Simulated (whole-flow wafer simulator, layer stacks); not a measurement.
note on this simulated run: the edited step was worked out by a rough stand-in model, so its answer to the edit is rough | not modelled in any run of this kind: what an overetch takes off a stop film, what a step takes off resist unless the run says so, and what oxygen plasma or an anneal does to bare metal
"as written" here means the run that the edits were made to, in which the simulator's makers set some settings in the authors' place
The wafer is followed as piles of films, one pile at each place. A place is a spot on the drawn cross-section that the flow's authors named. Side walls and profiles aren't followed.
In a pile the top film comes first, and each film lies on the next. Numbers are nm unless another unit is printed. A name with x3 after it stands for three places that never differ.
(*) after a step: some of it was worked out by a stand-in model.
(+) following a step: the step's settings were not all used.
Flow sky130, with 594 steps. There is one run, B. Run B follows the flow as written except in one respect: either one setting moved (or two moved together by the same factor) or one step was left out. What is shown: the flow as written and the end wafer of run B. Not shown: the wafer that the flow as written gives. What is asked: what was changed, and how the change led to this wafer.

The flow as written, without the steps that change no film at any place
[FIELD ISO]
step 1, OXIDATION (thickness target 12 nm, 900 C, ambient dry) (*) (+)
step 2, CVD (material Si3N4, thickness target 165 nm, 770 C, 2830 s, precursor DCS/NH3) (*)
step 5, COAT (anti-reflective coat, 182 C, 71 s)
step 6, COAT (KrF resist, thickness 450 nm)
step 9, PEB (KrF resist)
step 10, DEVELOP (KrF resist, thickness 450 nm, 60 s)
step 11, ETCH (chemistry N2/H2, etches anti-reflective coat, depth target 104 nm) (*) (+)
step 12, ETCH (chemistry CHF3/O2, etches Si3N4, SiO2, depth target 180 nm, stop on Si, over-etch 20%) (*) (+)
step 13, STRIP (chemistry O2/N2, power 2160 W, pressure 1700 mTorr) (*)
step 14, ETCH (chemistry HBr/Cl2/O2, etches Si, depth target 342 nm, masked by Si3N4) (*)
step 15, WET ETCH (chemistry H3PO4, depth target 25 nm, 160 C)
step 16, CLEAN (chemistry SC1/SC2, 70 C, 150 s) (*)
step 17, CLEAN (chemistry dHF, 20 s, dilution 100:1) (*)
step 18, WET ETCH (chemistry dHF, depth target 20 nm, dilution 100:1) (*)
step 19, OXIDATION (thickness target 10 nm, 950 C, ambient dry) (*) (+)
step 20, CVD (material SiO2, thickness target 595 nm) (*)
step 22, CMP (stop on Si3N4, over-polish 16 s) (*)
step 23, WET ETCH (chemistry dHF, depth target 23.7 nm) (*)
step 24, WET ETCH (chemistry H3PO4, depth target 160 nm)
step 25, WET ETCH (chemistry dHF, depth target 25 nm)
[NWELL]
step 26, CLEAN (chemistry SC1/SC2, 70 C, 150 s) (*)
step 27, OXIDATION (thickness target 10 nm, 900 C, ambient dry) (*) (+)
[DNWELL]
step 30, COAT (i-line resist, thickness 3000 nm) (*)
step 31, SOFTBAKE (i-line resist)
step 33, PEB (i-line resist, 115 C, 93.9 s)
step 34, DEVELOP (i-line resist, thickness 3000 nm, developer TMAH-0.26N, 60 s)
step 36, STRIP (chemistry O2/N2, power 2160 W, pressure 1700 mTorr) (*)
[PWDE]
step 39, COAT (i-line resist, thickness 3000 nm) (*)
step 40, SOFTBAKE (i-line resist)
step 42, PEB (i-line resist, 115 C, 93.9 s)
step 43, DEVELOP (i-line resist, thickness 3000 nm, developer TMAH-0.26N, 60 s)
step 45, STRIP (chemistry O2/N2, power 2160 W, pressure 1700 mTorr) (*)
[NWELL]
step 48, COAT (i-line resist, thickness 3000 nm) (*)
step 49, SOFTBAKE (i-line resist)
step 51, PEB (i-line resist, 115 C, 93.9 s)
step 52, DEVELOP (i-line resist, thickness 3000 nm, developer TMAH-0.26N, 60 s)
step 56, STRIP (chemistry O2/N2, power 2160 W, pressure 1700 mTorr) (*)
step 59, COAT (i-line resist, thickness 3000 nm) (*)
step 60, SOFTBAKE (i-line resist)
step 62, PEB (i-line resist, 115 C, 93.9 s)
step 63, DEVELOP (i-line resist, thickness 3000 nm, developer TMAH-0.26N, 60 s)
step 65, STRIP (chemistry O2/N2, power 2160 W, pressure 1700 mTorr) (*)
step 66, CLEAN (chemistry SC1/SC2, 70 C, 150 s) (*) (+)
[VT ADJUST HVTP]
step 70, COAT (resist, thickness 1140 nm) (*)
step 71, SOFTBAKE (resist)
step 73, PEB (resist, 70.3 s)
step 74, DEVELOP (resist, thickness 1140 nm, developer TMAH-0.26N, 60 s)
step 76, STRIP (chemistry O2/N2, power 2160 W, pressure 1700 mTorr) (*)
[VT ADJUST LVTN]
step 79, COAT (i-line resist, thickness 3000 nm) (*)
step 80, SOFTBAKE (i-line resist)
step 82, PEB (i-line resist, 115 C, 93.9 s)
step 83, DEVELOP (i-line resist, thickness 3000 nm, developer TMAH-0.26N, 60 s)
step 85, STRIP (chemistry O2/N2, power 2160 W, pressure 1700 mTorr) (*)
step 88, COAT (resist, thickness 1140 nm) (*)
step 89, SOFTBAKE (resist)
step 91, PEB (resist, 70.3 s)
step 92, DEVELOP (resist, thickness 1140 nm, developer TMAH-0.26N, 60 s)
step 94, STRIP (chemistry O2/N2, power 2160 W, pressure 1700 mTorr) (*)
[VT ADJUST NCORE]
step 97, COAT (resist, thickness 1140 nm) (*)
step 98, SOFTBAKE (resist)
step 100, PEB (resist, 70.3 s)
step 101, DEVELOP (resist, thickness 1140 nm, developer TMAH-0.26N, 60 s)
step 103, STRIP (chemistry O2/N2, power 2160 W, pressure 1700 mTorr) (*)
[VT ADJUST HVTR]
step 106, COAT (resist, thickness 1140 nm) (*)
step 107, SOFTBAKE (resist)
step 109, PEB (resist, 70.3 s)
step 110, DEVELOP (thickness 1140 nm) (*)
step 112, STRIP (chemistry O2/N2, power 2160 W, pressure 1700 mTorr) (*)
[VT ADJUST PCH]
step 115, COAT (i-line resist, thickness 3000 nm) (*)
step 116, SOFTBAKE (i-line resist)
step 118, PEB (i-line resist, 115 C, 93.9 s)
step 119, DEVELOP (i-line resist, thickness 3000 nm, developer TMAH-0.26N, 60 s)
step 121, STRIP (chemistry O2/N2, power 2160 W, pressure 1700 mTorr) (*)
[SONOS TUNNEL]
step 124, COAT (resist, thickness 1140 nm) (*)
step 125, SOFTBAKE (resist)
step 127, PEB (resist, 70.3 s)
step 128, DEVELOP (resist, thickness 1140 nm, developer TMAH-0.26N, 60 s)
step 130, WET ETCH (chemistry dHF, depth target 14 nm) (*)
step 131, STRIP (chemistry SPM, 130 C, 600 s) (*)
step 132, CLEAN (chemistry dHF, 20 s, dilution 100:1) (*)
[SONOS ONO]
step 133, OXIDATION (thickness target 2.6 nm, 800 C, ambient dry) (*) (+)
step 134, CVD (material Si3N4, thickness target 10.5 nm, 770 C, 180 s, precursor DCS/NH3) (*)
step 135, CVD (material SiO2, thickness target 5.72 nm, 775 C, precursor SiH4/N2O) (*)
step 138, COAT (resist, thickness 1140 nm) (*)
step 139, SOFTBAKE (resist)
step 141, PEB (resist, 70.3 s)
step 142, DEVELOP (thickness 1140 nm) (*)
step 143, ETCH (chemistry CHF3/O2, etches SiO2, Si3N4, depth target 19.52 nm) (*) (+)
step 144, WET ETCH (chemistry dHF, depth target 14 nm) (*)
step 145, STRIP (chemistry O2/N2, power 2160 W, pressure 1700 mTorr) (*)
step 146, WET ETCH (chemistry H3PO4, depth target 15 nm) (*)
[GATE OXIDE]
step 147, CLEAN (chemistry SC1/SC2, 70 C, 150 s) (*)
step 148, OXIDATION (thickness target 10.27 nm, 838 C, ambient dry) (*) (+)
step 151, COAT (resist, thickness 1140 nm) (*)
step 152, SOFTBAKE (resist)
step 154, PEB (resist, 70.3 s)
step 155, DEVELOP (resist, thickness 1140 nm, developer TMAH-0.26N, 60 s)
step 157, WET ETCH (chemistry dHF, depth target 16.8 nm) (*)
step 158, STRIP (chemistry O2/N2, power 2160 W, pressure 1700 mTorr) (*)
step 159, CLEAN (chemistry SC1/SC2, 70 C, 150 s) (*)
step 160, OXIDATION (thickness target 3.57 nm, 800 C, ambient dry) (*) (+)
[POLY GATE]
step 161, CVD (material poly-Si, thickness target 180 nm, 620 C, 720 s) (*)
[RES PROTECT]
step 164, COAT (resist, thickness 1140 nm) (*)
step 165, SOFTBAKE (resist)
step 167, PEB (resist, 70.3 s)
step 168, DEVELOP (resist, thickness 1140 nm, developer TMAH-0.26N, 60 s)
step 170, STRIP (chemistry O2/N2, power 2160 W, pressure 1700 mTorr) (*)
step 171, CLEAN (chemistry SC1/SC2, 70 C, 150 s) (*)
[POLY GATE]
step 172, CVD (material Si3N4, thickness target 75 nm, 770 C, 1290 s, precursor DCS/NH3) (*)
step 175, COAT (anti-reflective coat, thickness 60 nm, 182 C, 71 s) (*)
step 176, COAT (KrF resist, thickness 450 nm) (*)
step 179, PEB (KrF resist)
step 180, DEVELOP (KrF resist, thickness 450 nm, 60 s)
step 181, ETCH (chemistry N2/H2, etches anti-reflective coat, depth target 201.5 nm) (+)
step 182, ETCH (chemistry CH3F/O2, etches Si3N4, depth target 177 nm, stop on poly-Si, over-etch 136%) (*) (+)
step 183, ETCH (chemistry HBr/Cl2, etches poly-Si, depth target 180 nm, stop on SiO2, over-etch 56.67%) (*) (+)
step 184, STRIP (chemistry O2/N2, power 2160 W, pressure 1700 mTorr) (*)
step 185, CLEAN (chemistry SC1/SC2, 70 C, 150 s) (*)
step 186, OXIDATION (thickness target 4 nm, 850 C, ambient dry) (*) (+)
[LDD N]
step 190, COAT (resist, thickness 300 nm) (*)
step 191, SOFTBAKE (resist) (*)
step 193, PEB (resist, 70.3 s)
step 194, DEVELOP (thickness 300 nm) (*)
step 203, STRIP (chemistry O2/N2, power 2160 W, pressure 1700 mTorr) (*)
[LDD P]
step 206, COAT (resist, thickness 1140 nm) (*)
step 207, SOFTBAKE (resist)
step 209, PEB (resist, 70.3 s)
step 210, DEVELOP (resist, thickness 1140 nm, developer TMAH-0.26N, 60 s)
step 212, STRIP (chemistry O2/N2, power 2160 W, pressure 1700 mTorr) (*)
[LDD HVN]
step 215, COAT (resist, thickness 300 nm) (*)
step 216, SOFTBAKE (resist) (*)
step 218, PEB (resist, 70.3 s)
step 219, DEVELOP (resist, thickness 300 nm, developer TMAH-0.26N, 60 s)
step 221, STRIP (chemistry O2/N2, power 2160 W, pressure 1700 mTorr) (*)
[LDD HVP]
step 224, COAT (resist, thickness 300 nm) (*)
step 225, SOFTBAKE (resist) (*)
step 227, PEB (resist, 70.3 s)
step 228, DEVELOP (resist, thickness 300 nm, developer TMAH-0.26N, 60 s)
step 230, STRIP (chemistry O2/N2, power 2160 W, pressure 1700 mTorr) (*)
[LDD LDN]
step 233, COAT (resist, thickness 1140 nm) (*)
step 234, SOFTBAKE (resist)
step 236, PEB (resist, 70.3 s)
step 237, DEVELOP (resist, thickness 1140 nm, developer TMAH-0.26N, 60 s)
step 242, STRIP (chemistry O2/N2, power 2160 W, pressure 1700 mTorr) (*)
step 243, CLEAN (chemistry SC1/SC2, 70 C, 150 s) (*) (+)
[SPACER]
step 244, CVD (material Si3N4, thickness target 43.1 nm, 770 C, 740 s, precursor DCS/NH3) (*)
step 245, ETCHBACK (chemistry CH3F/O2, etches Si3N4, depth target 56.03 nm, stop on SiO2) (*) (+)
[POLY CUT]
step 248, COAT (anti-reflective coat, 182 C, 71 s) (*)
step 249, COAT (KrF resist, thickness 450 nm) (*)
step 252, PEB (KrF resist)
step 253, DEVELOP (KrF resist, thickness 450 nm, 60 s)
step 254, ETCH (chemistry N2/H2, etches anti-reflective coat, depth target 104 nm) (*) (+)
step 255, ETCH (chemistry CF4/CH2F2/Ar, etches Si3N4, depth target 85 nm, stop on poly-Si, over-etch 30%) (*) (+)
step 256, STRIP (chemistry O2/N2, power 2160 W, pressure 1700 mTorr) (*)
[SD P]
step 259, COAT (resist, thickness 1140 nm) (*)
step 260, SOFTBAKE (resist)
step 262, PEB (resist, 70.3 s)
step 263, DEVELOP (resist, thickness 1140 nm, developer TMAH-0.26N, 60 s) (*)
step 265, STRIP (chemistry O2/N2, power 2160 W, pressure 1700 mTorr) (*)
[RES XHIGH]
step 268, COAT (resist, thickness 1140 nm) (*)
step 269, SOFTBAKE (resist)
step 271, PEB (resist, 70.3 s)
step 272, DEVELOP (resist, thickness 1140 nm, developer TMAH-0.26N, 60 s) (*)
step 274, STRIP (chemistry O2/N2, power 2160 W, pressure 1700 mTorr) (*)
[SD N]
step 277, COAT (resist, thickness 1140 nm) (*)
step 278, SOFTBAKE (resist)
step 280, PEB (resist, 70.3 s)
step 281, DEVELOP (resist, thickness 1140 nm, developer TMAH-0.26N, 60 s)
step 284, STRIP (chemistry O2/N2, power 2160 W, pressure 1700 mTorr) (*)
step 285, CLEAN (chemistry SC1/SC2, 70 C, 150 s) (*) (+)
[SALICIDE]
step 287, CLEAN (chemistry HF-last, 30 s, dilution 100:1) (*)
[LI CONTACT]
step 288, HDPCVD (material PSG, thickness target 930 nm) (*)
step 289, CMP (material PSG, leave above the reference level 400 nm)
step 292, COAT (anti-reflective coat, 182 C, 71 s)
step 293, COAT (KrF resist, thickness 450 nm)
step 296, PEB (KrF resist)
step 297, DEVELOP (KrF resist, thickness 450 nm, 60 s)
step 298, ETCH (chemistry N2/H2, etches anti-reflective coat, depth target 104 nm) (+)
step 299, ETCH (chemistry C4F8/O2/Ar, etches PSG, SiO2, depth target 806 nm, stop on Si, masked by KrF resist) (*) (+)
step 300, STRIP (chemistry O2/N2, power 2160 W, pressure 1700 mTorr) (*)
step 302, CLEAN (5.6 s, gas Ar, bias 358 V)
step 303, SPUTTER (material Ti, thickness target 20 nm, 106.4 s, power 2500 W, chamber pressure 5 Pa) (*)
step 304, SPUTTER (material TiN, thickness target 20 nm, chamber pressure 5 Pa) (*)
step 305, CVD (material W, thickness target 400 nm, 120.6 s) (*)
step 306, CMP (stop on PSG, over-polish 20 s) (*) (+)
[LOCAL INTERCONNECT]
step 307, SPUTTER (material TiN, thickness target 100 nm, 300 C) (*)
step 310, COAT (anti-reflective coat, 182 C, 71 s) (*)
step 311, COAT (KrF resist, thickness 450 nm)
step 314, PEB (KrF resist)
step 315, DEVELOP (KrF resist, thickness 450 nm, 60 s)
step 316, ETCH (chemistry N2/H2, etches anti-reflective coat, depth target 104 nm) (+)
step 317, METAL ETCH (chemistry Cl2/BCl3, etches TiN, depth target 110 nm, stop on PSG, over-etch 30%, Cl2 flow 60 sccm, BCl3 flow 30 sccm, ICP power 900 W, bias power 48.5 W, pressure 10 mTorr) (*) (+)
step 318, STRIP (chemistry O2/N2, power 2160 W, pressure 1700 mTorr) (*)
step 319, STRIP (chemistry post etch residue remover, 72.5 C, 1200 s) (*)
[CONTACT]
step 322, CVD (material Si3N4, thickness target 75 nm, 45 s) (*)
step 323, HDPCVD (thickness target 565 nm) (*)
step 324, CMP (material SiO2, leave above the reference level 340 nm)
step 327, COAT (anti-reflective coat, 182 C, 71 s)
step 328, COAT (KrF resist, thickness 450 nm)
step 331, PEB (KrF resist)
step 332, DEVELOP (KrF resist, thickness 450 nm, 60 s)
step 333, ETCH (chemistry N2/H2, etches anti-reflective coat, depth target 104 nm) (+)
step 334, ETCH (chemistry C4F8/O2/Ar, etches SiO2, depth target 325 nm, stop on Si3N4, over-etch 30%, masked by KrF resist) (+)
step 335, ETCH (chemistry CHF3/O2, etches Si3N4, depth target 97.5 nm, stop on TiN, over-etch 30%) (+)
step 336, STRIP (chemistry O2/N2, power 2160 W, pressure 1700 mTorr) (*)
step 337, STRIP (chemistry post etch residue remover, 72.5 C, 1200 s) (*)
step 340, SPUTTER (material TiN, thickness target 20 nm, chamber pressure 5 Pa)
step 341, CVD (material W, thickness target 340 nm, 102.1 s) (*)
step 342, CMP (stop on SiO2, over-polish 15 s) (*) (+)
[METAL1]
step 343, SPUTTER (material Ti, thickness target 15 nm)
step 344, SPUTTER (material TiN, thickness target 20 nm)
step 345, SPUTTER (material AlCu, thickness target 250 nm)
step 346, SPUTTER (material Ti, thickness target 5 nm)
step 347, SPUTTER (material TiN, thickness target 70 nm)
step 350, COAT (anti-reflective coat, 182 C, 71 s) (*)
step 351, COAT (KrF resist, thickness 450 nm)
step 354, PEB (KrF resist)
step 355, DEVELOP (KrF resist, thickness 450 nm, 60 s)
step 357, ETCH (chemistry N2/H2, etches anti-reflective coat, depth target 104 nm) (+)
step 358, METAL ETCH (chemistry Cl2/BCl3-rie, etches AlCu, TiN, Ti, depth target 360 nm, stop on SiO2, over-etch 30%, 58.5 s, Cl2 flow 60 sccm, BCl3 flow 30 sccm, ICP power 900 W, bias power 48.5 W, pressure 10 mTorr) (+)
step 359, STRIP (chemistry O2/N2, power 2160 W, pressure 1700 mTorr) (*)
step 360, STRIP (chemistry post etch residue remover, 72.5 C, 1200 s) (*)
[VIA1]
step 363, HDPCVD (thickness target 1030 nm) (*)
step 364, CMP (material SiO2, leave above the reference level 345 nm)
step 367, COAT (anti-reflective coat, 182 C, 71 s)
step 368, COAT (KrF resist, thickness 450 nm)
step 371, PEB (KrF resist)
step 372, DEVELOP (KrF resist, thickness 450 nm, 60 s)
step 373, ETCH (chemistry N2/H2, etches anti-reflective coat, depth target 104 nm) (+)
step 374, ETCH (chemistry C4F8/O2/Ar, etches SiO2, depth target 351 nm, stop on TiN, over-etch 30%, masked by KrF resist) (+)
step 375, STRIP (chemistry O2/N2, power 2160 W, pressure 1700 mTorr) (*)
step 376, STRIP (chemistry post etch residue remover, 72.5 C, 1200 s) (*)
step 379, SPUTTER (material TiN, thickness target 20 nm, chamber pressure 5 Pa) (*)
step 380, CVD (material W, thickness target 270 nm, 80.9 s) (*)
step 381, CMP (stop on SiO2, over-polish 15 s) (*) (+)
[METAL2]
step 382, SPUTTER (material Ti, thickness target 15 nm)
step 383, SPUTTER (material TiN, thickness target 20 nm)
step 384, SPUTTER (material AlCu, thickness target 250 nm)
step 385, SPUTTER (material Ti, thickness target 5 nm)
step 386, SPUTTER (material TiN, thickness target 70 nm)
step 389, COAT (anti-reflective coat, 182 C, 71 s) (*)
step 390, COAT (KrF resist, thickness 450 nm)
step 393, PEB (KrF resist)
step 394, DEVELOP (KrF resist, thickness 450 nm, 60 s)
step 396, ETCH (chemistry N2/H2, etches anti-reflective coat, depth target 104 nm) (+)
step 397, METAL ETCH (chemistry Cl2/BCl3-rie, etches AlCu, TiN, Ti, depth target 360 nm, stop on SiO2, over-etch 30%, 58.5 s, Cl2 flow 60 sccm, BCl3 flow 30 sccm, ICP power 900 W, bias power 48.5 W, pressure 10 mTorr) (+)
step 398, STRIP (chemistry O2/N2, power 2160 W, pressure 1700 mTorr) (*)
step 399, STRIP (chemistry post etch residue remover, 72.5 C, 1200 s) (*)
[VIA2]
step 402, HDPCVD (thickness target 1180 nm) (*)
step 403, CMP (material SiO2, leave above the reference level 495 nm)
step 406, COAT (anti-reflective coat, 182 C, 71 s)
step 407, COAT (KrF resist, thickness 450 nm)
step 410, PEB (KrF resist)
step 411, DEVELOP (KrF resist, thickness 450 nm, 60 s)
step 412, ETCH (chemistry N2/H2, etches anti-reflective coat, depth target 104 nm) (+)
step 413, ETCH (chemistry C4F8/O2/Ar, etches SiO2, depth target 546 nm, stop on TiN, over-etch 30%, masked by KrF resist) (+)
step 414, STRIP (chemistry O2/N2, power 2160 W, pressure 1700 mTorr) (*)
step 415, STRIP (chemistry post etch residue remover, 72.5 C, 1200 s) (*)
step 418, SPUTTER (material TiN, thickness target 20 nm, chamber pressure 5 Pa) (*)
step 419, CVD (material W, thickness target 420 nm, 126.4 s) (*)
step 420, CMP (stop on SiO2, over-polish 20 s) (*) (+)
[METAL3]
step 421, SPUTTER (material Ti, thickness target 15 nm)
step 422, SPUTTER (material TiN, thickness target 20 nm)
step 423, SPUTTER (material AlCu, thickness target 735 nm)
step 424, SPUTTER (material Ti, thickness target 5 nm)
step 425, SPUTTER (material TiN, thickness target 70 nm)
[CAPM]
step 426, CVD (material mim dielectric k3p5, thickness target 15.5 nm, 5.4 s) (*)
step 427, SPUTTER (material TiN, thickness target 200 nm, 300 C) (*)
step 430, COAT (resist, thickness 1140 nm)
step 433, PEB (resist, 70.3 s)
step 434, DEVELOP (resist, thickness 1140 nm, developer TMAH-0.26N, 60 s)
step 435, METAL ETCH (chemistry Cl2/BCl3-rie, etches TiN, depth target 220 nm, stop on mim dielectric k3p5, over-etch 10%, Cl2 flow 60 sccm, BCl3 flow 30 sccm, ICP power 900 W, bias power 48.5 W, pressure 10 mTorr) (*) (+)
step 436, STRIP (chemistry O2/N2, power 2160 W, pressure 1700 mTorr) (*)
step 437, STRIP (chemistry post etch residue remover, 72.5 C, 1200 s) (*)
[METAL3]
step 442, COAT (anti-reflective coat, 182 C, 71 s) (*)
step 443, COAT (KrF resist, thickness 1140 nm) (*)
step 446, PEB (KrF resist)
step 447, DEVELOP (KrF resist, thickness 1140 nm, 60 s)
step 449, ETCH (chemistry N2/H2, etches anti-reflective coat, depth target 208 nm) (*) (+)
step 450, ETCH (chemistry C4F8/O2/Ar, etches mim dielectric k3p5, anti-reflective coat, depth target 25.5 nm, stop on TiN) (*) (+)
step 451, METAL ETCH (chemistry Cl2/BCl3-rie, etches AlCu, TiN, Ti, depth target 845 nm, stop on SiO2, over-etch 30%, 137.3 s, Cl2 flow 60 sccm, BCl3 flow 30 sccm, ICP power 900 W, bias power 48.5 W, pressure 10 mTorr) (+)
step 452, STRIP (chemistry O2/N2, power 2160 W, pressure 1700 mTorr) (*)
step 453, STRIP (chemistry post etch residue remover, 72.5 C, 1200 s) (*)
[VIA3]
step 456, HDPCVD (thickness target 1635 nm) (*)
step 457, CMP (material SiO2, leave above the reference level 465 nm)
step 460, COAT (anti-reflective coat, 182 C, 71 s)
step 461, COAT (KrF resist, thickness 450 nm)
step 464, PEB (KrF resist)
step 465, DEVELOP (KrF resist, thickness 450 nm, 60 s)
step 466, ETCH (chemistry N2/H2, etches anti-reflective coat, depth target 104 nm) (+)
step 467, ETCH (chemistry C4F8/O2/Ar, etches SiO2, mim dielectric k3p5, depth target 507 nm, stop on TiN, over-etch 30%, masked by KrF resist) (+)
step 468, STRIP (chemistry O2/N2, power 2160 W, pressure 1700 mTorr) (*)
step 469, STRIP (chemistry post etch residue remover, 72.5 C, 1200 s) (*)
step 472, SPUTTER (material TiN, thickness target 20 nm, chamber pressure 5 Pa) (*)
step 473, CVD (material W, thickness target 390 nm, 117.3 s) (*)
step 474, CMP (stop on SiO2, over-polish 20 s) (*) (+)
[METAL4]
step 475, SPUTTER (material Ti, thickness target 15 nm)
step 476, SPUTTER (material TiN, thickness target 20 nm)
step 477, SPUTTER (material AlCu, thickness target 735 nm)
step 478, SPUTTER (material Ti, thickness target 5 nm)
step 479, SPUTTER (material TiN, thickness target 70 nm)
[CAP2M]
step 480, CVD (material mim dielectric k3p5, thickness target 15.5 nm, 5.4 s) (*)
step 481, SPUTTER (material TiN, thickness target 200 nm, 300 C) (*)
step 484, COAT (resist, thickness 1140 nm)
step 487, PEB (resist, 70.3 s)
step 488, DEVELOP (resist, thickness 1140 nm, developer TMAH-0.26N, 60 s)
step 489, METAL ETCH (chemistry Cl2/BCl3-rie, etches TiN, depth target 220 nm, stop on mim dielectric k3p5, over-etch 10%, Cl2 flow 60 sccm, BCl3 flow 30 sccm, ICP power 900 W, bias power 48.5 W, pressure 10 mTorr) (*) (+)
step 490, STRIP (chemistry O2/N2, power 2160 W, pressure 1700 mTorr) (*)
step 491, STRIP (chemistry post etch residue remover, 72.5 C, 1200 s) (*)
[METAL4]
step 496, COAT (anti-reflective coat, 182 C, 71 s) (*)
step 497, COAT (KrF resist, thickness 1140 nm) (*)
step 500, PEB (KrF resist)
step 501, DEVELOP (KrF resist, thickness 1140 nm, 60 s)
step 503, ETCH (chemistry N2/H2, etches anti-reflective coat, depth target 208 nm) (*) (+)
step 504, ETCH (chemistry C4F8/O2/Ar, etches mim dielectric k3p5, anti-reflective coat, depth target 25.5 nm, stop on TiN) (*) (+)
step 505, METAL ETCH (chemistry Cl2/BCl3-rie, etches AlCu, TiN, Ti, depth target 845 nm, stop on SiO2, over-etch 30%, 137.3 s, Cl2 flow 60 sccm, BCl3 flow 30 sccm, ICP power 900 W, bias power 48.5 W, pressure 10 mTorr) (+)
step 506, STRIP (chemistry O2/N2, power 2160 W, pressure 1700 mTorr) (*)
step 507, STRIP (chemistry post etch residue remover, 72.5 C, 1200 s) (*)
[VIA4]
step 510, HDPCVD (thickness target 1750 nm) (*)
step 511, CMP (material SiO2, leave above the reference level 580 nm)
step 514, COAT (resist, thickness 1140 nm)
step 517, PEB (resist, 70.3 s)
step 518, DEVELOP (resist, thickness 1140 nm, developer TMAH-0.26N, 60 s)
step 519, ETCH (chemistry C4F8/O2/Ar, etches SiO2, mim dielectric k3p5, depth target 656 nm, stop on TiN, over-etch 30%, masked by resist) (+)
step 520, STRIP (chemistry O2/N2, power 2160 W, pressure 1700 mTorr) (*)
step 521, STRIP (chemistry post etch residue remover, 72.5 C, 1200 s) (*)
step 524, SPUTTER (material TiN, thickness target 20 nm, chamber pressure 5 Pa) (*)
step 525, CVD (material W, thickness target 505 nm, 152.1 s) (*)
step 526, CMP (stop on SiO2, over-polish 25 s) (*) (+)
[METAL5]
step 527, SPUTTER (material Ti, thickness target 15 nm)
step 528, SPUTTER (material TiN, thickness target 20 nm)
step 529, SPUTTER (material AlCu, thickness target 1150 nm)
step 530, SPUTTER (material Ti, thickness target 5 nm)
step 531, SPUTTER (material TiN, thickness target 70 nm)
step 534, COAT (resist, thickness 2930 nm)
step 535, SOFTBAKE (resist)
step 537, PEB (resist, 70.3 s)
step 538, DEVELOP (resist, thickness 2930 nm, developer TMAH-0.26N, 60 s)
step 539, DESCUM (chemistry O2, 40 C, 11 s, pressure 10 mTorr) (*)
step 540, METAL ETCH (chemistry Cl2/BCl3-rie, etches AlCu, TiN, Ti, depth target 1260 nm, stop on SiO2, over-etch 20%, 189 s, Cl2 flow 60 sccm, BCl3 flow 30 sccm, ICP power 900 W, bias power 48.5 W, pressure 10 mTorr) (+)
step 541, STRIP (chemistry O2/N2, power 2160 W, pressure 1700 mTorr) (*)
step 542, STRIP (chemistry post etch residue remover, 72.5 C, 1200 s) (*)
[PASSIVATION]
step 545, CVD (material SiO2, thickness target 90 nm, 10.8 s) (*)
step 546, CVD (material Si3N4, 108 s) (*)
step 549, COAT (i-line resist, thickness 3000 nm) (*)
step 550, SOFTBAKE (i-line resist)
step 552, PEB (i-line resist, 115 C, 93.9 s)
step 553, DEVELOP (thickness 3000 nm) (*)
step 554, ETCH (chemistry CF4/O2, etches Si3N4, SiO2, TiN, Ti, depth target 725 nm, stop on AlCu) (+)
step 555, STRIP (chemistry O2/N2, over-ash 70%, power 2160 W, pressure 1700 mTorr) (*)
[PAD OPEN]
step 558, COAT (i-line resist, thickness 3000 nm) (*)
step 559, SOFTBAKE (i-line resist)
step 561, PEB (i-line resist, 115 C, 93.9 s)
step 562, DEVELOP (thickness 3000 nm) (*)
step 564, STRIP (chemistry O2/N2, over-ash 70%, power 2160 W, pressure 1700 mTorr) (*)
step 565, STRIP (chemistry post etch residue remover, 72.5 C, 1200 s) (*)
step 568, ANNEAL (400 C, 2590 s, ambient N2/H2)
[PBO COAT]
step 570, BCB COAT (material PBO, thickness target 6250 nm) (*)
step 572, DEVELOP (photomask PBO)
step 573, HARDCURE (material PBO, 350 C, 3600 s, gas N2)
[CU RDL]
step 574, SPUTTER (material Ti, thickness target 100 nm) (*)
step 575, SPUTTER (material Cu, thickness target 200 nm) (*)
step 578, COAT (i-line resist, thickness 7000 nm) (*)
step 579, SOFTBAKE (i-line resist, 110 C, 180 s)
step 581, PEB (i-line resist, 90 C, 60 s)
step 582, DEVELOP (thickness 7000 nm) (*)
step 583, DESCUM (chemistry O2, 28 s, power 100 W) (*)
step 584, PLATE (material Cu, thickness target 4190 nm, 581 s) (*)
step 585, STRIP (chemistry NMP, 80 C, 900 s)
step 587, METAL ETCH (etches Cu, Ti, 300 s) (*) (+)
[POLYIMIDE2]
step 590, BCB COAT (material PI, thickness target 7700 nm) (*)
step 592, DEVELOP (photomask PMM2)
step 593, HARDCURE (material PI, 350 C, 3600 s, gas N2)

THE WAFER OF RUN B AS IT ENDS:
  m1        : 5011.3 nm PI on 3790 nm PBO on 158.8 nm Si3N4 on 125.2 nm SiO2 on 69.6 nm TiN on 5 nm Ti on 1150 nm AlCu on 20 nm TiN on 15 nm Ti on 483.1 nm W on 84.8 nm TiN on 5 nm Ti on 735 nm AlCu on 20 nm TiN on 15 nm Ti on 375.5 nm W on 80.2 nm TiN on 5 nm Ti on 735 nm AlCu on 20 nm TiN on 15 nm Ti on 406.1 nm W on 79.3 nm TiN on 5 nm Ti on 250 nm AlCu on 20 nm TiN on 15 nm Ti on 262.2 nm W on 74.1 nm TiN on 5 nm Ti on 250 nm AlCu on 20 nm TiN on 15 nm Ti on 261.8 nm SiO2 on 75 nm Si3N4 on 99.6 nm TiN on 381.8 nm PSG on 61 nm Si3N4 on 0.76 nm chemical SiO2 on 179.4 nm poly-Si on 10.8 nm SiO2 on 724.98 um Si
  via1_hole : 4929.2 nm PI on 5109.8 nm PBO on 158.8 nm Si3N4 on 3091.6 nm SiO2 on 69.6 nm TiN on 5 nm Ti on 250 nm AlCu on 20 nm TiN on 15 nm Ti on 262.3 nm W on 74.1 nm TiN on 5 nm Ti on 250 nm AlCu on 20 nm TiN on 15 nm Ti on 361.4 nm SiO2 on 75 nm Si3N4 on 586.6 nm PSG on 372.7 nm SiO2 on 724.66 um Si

The reason: step 379, SPUTTER: thickness target 9 nm was run, whereas the flow has thickness target 20 nm.

How this came from the change, step by step:
  step 379, SPUTTER (material TiN, thickness target 20 nm, chamber pressure 5 Pa) (*)
      field, active, n_well and 186 more: TiN gains 9 (new film) (it would be, as written: TiN gains 20 (new film))
      m1: TiN gains 4.95 (it would be, as written: TiN gains 11)
      (also at 1 further place)
  step 381, CMP (stop on SiO2, over-polish 15 s) (*) (+)
      field, active, n_well and 186 more: W loses 270 (all of it), TiN loses 9 (all of it), SiO2 loses 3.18 (it would be, as written: W loses 270 (all of it), TiN loses 20 (all of it), SiO2 loses 3.18)
      m1, via1_hole: W loses 282.6 (it would be, as written: W loses 293.6)
